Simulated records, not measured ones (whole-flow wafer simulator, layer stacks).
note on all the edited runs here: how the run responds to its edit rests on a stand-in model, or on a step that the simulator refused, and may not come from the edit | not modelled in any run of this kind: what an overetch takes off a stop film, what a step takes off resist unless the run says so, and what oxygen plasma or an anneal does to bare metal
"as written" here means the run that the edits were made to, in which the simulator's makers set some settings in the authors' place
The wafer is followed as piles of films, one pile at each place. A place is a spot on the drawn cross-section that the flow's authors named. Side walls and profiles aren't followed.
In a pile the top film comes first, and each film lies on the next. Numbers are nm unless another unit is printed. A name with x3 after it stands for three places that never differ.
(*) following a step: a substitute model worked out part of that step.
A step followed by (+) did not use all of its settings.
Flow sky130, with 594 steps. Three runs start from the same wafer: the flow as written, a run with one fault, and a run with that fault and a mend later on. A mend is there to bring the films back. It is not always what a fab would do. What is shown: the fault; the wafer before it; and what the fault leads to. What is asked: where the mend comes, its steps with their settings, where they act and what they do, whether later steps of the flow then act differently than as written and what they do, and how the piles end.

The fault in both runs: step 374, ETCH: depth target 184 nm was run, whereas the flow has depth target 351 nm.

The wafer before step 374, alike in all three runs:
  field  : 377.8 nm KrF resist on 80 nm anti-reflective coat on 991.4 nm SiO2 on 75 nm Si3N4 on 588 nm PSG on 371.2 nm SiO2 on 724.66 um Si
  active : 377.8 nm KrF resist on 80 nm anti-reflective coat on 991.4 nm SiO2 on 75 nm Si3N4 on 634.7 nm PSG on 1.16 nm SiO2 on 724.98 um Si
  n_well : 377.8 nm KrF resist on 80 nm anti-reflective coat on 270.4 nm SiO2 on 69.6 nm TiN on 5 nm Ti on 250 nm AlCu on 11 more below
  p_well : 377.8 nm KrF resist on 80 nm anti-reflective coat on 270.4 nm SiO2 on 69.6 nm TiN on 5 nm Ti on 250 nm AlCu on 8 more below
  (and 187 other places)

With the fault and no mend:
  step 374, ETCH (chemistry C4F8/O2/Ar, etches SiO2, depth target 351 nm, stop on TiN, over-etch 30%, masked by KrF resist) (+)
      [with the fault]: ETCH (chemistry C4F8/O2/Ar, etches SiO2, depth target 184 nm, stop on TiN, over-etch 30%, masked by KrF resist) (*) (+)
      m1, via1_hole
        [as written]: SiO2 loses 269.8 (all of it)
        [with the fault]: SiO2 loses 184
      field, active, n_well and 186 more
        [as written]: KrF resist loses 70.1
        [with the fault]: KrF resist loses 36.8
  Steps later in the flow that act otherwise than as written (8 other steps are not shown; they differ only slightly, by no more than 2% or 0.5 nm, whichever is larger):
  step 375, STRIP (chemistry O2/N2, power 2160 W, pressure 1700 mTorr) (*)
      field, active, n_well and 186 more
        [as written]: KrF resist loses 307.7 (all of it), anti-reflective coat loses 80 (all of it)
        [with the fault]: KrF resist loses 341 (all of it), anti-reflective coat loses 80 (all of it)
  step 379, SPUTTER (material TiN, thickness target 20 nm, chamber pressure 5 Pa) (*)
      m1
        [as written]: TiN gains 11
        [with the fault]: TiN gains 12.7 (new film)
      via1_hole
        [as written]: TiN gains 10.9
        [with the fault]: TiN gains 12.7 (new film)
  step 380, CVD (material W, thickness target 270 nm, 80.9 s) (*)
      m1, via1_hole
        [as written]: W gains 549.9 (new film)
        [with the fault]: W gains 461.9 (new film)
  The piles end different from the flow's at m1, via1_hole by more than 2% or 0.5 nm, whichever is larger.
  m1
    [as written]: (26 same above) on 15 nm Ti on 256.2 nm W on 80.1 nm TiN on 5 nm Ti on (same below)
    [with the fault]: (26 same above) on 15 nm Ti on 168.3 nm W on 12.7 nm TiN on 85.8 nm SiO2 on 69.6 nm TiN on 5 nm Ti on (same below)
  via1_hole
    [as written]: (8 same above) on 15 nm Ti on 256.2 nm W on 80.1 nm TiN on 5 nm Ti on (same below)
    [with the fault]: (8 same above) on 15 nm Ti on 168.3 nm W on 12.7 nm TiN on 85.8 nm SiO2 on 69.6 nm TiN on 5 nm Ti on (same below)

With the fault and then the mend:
  The mend stands after step 374.
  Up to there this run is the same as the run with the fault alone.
  step 374a, ETCH (chemistry C4F8/O2/Ar, etches SiO2, depth target 167 nm, stop on TiN, over-etch 30%, masked by KrF resist) (+) (the flow's step 374, run once more with other settings)
      field, active, n_well and 186 more
        KrF resist loses 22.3
      m1, via1_hole
        SiO2 loses 85.8 (all of it)
  Steps later in the flow that act otherwise than as written:
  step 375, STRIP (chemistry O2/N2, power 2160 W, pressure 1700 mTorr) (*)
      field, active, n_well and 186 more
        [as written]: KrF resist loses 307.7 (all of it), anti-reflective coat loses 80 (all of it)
        [with the mend]: KrF resist loses 318.7 (all of it), anti-reflective coat loses 80 (all of it)
  The piles end the same as the flow's at every place that both follow.
